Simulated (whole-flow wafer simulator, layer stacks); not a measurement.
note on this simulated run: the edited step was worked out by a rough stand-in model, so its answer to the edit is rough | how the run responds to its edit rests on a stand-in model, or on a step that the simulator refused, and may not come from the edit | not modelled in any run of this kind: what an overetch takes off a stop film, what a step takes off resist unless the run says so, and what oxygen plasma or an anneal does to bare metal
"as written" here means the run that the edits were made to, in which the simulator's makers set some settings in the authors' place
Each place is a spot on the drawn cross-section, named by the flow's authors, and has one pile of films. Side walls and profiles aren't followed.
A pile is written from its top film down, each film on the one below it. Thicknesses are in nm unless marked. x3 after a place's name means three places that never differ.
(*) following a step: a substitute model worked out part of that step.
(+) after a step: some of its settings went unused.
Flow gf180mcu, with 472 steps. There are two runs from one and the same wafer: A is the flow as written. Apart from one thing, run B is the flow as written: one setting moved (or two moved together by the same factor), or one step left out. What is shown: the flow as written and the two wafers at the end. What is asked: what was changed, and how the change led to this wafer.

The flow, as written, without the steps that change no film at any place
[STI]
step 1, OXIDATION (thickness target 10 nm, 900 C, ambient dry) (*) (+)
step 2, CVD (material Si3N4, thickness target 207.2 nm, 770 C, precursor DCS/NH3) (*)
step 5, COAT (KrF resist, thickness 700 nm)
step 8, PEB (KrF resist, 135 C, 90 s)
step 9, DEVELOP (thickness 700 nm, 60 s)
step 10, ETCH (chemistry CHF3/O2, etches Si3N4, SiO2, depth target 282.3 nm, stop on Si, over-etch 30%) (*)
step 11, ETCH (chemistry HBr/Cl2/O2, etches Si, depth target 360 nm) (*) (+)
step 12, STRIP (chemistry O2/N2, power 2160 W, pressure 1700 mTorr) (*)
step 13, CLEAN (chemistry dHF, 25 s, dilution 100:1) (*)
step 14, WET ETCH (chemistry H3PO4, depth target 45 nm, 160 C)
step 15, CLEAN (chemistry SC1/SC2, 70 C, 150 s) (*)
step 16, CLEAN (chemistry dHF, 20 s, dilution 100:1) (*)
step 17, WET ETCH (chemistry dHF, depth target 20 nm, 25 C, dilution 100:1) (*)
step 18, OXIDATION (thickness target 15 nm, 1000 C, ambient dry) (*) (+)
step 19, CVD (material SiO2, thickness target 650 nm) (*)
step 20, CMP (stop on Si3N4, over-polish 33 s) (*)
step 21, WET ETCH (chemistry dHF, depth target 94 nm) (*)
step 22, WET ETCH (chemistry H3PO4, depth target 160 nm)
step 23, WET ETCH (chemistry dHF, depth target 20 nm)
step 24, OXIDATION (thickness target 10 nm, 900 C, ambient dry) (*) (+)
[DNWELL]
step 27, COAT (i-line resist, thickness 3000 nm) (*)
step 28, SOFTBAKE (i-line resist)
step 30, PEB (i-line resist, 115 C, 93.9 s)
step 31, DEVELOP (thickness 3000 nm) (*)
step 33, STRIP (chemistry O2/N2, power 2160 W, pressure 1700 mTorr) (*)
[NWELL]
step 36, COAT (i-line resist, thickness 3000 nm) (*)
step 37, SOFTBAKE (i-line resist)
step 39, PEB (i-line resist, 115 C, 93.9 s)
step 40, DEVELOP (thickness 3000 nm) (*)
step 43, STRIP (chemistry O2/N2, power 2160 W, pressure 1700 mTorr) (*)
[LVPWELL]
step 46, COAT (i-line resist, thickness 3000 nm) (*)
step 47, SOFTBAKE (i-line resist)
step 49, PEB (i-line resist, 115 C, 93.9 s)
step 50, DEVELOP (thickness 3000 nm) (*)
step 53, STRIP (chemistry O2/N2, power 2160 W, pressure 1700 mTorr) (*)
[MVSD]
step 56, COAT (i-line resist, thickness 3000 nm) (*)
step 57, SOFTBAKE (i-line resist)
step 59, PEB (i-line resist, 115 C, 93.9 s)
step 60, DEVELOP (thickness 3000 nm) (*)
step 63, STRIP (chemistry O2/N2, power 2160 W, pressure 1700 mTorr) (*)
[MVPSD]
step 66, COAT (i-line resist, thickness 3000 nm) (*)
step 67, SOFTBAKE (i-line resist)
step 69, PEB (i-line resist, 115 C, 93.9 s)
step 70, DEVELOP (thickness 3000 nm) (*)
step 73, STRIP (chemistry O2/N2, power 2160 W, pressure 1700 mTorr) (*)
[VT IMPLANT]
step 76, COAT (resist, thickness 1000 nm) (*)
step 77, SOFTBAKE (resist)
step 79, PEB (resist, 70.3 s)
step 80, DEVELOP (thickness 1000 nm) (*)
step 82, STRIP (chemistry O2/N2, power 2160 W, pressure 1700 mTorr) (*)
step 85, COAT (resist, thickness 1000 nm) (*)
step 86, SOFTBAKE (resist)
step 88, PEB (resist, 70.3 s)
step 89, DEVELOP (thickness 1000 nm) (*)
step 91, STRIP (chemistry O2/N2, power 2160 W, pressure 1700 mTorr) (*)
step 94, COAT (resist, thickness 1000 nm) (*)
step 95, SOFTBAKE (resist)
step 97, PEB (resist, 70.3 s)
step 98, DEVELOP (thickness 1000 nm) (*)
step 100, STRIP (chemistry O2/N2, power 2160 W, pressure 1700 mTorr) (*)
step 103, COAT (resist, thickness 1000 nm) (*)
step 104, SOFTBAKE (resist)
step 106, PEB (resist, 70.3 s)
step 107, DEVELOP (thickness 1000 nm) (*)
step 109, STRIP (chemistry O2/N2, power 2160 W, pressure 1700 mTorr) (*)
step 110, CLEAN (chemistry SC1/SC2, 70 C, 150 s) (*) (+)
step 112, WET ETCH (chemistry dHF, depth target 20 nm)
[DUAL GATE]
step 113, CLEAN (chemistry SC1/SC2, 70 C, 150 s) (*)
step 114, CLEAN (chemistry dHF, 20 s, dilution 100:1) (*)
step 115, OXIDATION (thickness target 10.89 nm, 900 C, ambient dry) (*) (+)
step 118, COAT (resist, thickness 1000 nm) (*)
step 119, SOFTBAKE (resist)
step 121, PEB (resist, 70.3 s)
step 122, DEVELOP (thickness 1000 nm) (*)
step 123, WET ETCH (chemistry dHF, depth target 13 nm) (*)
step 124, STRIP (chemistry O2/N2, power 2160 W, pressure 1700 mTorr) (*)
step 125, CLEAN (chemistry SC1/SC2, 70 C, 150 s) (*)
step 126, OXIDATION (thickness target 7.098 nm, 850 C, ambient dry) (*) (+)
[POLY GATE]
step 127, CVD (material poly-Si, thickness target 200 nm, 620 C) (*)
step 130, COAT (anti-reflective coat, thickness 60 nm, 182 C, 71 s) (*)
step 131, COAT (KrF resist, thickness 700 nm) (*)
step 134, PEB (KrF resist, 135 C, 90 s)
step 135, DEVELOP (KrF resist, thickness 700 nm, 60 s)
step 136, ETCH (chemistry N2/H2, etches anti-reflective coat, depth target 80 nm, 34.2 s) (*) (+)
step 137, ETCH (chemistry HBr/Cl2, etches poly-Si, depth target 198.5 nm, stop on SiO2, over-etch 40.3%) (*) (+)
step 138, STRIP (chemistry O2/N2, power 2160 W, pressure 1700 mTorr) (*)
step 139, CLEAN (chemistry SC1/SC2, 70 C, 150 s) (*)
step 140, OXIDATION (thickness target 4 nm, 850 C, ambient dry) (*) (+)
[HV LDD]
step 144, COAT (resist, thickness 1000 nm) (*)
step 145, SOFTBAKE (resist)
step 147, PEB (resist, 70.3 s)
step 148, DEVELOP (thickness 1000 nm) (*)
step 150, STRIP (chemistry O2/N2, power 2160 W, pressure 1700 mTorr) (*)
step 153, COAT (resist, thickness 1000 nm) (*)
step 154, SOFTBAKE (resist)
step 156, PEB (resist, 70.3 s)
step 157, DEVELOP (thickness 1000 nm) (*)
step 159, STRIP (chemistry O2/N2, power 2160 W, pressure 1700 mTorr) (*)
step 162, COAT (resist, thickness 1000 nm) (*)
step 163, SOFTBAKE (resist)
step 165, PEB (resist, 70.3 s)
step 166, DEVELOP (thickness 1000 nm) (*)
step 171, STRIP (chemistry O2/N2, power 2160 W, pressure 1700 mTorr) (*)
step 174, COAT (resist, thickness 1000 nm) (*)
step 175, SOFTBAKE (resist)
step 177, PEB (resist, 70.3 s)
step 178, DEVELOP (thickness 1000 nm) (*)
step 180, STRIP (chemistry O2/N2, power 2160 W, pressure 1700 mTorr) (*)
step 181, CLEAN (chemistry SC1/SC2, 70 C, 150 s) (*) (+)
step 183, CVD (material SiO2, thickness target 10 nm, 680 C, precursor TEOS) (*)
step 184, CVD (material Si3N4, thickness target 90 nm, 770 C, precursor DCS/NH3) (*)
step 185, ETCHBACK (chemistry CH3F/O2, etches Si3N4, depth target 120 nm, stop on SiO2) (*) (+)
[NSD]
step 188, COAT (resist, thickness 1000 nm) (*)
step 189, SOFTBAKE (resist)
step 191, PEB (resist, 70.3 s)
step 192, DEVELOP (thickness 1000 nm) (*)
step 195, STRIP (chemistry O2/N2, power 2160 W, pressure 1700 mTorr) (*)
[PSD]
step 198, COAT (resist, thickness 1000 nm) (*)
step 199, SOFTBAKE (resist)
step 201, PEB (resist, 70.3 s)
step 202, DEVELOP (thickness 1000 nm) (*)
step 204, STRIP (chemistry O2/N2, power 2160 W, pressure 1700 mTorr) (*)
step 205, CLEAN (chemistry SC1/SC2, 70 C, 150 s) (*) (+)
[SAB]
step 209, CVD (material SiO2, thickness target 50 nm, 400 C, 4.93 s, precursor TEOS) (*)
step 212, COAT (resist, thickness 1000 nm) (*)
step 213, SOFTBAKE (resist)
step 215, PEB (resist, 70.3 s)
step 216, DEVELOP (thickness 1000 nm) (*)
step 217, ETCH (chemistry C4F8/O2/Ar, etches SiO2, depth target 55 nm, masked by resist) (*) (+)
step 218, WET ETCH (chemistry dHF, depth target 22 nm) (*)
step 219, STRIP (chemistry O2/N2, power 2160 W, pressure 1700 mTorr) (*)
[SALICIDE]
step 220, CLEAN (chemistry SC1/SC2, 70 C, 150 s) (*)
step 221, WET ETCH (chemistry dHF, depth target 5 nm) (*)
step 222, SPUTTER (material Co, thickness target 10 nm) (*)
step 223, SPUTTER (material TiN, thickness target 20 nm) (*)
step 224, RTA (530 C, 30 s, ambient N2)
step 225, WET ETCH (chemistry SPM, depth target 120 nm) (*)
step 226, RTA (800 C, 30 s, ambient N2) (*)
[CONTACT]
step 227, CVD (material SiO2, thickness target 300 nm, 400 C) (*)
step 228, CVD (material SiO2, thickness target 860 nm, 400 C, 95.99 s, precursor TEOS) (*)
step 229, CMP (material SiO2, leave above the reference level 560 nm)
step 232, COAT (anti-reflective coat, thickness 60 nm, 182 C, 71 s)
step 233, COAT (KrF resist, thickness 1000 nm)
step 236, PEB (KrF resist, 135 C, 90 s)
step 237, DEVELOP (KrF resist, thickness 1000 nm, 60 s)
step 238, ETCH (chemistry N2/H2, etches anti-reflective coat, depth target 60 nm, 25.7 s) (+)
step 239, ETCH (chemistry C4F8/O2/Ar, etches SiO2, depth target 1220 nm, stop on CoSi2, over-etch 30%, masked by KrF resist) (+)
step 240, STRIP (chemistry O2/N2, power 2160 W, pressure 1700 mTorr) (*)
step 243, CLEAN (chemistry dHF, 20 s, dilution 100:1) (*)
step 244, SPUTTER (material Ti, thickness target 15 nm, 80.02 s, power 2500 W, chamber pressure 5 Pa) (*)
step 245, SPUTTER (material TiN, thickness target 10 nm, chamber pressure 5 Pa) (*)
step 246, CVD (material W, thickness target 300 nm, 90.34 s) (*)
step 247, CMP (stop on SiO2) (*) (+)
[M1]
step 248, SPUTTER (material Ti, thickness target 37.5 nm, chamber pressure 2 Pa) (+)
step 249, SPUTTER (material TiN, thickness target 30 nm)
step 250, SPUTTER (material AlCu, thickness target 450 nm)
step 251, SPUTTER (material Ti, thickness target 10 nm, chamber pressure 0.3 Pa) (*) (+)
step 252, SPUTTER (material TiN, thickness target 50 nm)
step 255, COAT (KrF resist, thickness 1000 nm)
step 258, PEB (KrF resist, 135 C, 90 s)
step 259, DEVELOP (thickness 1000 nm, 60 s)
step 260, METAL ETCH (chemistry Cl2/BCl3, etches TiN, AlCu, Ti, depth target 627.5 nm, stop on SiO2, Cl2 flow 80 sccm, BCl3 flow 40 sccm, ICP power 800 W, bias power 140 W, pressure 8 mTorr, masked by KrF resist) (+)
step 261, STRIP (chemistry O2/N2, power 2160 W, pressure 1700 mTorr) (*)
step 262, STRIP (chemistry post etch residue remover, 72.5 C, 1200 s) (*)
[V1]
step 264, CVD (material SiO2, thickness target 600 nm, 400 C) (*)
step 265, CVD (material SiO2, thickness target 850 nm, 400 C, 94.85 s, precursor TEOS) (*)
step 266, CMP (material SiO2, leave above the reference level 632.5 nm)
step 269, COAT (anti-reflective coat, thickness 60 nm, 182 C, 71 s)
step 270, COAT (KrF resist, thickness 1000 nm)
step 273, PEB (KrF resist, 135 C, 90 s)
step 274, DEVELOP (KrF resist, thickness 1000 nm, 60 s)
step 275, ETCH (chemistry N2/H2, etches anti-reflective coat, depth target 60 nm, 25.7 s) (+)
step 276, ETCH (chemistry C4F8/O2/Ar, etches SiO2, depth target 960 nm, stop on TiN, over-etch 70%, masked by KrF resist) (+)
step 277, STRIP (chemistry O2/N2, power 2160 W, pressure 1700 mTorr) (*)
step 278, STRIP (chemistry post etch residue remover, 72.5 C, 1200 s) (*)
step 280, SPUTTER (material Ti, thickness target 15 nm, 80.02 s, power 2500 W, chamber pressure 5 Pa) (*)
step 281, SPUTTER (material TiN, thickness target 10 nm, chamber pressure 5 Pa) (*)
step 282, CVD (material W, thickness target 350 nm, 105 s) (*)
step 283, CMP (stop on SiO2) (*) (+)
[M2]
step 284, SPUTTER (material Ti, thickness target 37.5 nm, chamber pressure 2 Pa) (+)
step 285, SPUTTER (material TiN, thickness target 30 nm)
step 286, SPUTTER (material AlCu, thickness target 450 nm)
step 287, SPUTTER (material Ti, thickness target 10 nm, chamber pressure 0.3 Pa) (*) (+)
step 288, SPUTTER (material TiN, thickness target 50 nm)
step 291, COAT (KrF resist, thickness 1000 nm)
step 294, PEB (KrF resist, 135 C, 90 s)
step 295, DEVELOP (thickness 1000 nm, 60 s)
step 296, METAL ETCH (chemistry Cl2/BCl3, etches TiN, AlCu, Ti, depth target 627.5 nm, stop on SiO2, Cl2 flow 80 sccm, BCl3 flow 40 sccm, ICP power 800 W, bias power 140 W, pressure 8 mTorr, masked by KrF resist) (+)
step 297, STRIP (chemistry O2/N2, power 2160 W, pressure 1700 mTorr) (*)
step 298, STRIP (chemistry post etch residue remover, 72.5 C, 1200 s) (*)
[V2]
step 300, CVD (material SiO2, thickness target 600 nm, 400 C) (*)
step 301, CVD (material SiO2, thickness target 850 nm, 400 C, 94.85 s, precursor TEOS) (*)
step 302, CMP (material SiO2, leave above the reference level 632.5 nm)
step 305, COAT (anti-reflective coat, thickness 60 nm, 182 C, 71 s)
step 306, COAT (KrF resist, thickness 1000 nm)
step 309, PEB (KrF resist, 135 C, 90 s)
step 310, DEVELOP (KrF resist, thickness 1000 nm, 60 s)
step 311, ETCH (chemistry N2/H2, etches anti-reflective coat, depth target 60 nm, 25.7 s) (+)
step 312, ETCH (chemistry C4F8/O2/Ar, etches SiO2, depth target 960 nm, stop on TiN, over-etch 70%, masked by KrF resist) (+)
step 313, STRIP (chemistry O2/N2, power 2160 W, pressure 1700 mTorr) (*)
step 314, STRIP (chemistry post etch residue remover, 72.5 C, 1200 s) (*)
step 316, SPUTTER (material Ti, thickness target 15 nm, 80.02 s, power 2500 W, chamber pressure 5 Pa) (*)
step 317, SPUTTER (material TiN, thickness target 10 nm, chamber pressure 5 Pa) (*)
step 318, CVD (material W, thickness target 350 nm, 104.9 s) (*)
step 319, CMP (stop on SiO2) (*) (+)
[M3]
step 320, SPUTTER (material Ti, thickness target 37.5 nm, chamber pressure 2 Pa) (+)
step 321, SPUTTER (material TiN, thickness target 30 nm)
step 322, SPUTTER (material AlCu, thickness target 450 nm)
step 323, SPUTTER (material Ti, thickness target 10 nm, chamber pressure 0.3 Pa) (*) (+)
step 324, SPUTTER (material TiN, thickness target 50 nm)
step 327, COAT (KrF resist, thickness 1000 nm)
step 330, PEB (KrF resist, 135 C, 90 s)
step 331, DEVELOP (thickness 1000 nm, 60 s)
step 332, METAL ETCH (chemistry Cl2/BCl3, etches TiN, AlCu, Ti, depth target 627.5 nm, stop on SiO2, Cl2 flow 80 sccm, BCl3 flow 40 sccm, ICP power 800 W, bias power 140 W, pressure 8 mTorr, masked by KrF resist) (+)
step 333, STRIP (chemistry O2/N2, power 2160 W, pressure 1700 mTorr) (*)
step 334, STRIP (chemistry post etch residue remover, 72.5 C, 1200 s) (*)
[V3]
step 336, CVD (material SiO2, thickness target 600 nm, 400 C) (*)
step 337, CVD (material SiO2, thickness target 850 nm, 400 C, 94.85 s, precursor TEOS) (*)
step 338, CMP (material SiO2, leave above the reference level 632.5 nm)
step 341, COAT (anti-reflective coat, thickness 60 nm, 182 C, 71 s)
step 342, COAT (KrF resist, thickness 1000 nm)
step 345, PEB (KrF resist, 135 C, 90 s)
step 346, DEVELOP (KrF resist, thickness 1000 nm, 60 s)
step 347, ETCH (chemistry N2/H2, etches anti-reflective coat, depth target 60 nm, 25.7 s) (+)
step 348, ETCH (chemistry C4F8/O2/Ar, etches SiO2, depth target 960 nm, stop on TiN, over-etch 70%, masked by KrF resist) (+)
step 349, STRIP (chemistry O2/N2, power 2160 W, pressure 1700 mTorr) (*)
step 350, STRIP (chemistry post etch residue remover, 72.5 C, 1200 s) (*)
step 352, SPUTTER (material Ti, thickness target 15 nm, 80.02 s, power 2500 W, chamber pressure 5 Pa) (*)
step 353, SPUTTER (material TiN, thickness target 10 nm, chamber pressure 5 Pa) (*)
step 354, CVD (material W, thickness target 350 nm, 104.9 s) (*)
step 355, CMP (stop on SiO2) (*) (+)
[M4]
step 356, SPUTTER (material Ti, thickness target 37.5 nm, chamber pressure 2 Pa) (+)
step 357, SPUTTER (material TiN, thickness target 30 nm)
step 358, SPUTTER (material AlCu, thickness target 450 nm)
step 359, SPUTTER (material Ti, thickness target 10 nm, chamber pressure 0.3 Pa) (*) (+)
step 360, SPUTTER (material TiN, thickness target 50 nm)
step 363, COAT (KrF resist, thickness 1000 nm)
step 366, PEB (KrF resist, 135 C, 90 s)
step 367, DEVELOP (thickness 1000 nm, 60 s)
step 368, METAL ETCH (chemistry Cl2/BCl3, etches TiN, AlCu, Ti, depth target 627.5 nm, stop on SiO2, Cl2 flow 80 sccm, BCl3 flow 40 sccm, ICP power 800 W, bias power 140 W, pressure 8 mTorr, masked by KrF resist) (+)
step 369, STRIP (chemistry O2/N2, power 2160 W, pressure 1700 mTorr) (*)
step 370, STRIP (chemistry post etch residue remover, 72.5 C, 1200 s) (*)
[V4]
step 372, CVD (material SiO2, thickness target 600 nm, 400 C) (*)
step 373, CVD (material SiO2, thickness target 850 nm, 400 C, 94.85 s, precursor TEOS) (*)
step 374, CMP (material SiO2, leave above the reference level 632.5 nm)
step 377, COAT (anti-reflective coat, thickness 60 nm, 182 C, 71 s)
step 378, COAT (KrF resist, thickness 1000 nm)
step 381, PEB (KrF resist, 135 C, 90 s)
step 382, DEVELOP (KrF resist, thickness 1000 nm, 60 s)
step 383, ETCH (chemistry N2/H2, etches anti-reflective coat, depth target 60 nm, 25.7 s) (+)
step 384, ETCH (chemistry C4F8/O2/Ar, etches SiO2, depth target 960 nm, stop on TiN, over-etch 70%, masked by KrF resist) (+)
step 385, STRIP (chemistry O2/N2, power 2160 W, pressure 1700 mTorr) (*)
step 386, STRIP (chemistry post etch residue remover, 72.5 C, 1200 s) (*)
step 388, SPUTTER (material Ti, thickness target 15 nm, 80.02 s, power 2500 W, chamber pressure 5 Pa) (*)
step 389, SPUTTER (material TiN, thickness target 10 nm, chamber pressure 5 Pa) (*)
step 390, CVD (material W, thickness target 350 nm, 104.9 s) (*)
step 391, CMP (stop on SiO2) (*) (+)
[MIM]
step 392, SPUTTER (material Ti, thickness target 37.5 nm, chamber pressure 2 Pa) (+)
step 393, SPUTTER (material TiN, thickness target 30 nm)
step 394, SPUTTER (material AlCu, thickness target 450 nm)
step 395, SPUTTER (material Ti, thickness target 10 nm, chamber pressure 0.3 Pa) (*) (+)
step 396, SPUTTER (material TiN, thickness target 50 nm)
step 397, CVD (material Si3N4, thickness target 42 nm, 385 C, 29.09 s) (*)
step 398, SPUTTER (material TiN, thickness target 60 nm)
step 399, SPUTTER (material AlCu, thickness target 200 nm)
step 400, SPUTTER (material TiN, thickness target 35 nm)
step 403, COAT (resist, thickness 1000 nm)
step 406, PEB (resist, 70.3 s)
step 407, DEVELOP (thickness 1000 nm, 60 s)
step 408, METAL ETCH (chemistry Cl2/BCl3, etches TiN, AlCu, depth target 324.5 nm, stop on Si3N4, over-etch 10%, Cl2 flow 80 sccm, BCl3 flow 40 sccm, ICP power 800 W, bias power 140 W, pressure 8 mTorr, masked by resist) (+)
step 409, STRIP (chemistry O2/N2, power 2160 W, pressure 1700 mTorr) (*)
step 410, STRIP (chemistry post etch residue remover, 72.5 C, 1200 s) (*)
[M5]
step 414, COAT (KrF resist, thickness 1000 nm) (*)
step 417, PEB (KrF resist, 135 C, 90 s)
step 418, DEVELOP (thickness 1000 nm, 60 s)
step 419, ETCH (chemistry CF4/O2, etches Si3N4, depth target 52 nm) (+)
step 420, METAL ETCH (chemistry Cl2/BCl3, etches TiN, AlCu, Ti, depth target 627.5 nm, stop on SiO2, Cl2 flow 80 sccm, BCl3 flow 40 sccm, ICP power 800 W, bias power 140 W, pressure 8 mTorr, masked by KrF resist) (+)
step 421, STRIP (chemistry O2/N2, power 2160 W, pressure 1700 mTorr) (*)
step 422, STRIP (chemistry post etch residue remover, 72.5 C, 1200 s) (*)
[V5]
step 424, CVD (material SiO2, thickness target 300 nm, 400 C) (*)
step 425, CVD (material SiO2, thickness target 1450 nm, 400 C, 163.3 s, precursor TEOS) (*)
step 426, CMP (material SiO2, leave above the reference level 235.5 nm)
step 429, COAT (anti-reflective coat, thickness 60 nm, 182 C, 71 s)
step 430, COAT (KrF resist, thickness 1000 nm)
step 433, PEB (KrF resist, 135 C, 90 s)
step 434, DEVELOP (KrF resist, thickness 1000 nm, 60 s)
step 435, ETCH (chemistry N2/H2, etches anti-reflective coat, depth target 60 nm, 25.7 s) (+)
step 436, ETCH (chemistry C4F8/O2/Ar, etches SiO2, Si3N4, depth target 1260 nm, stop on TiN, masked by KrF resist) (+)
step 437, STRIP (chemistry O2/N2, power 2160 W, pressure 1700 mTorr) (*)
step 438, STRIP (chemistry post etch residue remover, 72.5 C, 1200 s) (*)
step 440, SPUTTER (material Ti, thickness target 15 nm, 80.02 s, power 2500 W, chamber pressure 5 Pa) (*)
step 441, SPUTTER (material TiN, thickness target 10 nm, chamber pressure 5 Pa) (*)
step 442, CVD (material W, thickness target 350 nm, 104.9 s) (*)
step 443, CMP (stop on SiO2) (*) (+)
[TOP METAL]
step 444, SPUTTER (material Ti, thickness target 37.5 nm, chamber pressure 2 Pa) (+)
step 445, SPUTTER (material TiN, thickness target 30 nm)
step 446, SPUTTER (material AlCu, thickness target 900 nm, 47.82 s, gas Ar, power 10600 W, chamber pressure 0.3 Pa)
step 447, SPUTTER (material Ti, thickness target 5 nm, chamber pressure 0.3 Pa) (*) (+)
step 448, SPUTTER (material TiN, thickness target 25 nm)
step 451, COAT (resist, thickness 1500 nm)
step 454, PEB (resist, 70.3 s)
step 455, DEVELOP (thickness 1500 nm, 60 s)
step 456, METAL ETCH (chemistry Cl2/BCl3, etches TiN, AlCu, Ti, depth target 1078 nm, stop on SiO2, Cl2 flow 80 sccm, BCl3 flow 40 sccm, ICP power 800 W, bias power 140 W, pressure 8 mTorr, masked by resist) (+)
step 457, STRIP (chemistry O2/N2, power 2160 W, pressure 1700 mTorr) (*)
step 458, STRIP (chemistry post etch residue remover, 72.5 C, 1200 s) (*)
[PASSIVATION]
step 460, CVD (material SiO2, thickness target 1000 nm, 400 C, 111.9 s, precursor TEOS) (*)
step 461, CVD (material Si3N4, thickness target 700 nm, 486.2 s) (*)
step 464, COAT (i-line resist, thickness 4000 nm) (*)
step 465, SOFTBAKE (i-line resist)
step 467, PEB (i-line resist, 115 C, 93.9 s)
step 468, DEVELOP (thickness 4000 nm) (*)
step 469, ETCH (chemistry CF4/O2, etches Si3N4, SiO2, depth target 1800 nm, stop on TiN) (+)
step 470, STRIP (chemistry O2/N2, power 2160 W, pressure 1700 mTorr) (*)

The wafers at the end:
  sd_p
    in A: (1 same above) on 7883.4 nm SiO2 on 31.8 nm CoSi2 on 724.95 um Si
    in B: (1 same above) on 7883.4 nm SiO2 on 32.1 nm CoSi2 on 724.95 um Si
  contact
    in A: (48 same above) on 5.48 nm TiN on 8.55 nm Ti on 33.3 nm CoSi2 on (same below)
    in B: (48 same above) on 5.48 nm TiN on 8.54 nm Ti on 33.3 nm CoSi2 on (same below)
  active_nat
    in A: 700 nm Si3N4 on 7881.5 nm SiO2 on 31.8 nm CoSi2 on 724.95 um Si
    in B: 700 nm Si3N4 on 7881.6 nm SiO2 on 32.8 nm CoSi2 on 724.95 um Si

The reason: step 185, ETCHBACK: depth target 183 nm was run, while the flow as written has depth target 120 nm.

The path from the change to this, step by step:
  step 185, ETCHBACK (chemistry CH3F/O2, etches Si3N4, depth target 120 nm, stop on SiO2) (*) (+)
      field, field__w1, field__w2 and 100 more: A Si3N4 loses 90 (all of it), SiO2 loses 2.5 | B Si3N4 loses 90 (all of it), SiO2 loses 7.75
  step 189, SOFTBAKE (resist)
      field: A resist gains 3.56 | B resist loses 0.35
      field_sub__w1: A resist gains 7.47 | B resist gains 9.52
      (and at 3 other places as well)
  step 195, STRIP (chemistry O2/N2, power 2160 W, pressure 1700 mTorr) (*)
      field: A resist loses 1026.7 (all of it) | B resist loses 1006.1 (all of it)
  step 199, SOFTBAKE (resist)
      field: A resist gains 3.56 | B resist loses 0.35
      field_sub__w1: A resist gains 7.47 | B resist gains 9.52
      (and at 3 other places as well)
  step 204, STRIP (chemistry O2/N2, power 2160 W, pressure 1700 mTorr) (*)
      field: A resist loses 1026.7 (all of it) | B resist loses 1006.1 (all of it)
  step 213, SOFTBAKE (resist)
      field__w5: A resist gains 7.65 | B resist gains 7
      field__w6: A resist gains 7.87 | B resist gains 7.33
      (and at 6 other places as well)
  step 217, ETCH (chemistry C4F8/O2/Ar, etches SiO2, depth target 55 nm, masked by resist) (*) (+)
      gate, gate_hv, gate_p and 23 more: A SiO2 loses 55 | B SiO2 loses 55.2 (all of it)
  step 218, WET ETCH (chemistry dHF, depth target 22 nm) (*)
      gate, gate_hv, gate_p and 23 more: A SiO2 loses 5.48 (all of it) | B nothing
      active, p_well, sd_n, iso_ptap_pw, iso_ntap_nw, iso_ptap_sub, vpnp_e: A SiO2 loses 9.01 (all of it) | B SiO2 loses 3.76 (all of it)
      (and at 16 other places as well)
  step 222, SPUTTER (material Co, thickness target 10 nm) (*)
      field__w2: A Co gains 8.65 (new film) | B Co gains 9.26 (new film)
      field__w3: A Co gains 8.06 (new film) | B Co gains 8.87 (new film)
      (and at 3 other places as well)
  step 223, SPUTTER (material TiN, thickness target 20 nm) (*)
      field__w2: A TiN gains 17 (new film) | B TiN gains 18.1 (new film)
      field__w3: A TiN gains 15.7 (new film) | B TiN gains 17.3 (new film)
      (and at 6 other places as well)
  step 224, RTA (530 C, 30 s, ambient N2)
      ld_sd_n: A under 1 film: CoSi gains 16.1 (new film), Co loses 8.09 (all of it), Si loses 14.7 | B under 1 film: CoSi gains 17.2 (new film), Co loses 8.63 (all of it), Si loses 15.7
      ld_drn_n: A under 1 film: CoSi gains 17.9 (new film), Co loses 9.02 (all of it), Si loses 16.4 | B under 1 film: CoSi gains 18.7 (new film), Co loses 9.4 (all of it), Si loses 17.1
      (and at 2 other places as well)
  step 225, WET ETCH (chemistry SPM, depth target 120 nm) (*)
      field__w2: A TiN loses 17 (all of it), Co loses 8.65 (all of it) | B TiN loses 18.1 (all of it), Co loses 9.26 (all of it)
      field__w3: A TiN loses 15.7 (all of it), Co loses 8.06 (all of it) | B TiN loses 17.3 (all of it), Co loses 8.87 (all of it)
      (and at 6 other places as well)
  step 226, RTA (800 C, 30 s, ambient N2) (*)
      active_nat: A CoSi2 gains 31.8 (new film), CoSi loses 18.1 (all of it), Si loses 16.5 | B CoSi2 gains 32.8 (new film), CoSi loses 18.6 (all of it), Si loses 17
      ld_sd_n: A CoSi2 gains 28.3 (new film), CoSi loses 16.1 (all of it), Si loses 14.7 | B CoSi2 gains 30.2 (new film), CoSi loses 17.2 (all of it), Si loses 15.7
      (and at 3 other places as well)
  step 229, CMP (material SiO2, leave above the reference level 560 nm)
      field_sub, field_sub__w2: A SiO2 loses 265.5 | B SiO2 loses 259.8
      field__w2: A SiO2 loses 250 | B SiO2 loses 243.6
      (and at 10 other places as well)
